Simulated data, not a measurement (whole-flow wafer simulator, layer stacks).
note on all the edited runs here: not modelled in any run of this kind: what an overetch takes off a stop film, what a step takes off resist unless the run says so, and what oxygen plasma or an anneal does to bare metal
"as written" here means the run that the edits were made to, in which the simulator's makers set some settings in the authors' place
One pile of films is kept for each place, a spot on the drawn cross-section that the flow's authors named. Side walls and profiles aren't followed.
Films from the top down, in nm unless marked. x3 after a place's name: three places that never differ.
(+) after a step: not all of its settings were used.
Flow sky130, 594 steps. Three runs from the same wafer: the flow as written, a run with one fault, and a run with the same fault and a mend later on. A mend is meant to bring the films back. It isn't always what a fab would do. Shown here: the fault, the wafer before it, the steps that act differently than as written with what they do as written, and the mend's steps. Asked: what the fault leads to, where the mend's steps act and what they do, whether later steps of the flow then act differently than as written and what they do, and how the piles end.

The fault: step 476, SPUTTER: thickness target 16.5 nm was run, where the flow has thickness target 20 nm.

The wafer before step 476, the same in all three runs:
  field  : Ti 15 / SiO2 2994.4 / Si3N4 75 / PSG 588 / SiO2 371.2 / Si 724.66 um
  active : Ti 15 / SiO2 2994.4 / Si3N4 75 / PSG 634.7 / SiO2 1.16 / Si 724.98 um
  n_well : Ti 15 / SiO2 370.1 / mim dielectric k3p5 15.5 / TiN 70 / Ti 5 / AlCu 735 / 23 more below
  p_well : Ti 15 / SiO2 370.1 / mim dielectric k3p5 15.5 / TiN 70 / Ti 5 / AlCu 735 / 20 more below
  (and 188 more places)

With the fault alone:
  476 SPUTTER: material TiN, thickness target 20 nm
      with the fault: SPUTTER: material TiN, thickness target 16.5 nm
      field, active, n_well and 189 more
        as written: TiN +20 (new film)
        with the fault: TiN +16.5 (new film)
  Later steps of the flow that act differently than as written (16 more steps differ only slightly, by at most 2% or 0.5 nm, whichever is larger, and aren't shown):
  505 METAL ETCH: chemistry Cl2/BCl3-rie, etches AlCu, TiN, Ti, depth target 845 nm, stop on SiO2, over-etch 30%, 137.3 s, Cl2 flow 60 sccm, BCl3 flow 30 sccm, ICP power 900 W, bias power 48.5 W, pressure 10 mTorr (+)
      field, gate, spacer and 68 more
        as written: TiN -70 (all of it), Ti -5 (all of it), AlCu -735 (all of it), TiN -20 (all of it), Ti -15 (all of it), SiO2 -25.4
        with the fault: TiN -70 (all of it), Ti -5 (all of it), AlCu -735 (all of it), TiN -16.5 (all of it), Ti -15 (all of it), SiO2 -25.7
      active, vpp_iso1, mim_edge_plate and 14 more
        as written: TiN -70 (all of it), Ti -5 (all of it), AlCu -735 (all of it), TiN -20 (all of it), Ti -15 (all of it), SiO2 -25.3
        with the fault: TiN -70 (all of it), Ti -5 (all of it), AlCu -735 (all of it), TiN -16.5 (all of it), Ti -15 (all of it), SiO2 -25.7
  At the end the piles differ from the flow's by more than 2% or 0.5 nm, whichever is larger, at n_well, p_well, gate_hv and 102 more.
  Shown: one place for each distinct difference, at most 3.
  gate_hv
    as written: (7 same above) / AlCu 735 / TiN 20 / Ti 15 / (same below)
    with the fault: (7 same above) / AlCu 735 / TiN 16.5 / Ti 15 / (same below)
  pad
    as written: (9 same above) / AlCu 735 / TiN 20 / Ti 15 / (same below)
    with the fault: (9 same above) / AlCu 735 / TiN 16.5 / Ti 15 / (same below)
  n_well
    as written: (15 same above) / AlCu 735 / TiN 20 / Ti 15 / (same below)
    with the fault: (15 same above) / AlCu 735 / TiN 16.5 / Ti 15 / (same below)

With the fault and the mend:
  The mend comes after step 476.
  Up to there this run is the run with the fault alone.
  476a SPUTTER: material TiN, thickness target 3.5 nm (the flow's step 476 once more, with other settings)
      field, active, n_well and 189 more
        TiN +3.5
  No later step of the flow acts differently than as written at any place that is followed.
  At the end the piles are the same as the flow's at every place that both follow.
